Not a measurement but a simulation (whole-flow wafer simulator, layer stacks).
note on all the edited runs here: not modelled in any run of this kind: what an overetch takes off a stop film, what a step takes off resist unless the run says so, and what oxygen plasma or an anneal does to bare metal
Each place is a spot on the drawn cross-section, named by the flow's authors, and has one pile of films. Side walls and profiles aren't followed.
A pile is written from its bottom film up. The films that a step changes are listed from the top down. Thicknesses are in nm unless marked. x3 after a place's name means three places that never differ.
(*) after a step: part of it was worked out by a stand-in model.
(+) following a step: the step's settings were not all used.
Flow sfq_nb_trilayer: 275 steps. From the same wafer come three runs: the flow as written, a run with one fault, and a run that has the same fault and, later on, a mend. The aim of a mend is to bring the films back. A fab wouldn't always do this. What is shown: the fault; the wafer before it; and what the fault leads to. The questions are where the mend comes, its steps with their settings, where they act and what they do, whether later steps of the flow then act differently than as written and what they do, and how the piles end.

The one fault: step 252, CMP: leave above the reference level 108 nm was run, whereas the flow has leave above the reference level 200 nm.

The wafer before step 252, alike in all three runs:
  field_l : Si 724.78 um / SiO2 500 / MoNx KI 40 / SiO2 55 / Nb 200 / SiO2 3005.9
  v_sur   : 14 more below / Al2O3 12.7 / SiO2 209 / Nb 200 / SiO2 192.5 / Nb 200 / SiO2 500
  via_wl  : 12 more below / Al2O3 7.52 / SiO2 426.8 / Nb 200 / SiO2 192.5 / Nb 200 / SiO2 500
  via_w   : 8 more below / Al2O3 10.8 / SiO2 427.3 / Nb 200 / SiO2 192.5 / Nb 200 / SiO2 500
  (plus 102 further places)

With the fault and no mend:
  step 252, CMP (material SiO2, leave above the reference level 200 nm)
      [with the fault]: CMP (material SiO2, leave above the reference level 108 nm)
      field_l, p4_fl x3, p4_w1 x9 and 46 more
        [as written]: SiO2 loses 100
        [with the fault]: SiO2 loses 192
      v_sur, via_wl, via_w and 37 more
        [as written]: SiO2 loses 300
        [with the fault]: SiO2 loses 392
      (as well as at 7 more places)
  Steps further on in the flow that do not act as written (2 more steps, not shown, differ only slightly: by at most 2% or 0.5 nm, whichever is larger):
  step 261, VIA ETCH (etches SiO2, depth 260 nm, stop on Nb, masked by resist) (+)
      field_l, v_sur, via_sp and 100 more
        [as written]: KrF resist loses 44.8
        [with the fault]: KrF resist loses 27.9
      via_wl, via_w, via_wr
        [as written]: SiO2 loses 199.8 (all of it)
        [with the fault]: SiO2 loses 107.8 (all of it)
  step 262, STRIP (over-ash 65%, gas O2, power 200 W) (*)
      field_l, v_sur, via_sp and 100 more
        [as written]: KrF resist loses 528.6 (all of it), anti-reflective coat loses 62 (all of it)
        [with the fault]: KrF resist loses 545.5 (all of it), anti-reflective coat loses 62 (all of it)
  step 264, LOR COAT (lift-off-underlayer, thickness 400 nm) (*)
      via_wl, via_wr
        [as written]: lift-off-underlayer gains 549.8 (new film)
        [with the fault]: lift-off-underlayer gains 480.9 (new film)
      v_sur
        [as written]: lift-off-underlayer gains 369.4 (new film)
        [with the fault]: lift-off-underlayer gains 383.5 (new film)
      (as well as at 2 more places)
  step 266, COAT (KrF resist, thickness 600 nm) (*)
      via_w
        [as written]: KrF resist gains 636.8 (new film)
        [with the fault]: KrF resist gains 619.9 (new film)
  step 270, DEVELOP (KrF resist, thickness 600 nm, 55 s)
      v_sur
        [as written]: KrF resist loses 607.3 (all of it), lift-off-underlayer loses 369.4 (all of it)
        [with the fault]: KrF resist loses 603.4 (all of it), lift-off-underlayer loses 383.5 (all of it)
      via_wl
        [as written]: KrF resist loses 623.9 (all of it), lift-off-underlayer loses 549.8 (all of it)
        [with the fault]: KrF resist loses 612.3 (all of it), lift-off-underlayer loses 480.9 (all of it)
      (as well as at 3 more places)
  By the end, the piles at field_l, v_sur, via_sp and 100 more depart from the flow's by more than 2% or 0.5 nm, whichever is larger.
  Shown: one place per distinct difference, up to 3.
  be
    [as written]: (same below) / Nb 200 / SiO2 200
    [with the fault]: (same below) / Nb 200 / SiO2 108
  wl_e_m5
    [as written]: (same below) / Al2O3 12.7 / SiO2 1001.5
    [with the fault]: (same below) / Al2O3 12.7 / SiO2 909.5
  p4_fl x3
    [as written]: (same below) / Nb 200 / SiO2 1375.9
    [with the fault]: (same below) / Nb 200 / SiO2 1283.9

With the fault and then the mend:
  The mend follows step 253.
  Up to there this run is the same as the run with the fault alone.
  step 253a, PECVD (material SiO2, thickness 92 nm, 150 C, 20.44 s, RF power 183.3 W, pressure 2.4 Torr, precursor SiH4/N2O) (a further turn of the flow's step 251, with different settings)
      field_l, v_sur, via_wl and 103 more
        SiO2 gains 92
  None of the later steps of the flow acts differently than as written at any place that is followed.
  By the end, the piles equal the flow's at every place that both follow.
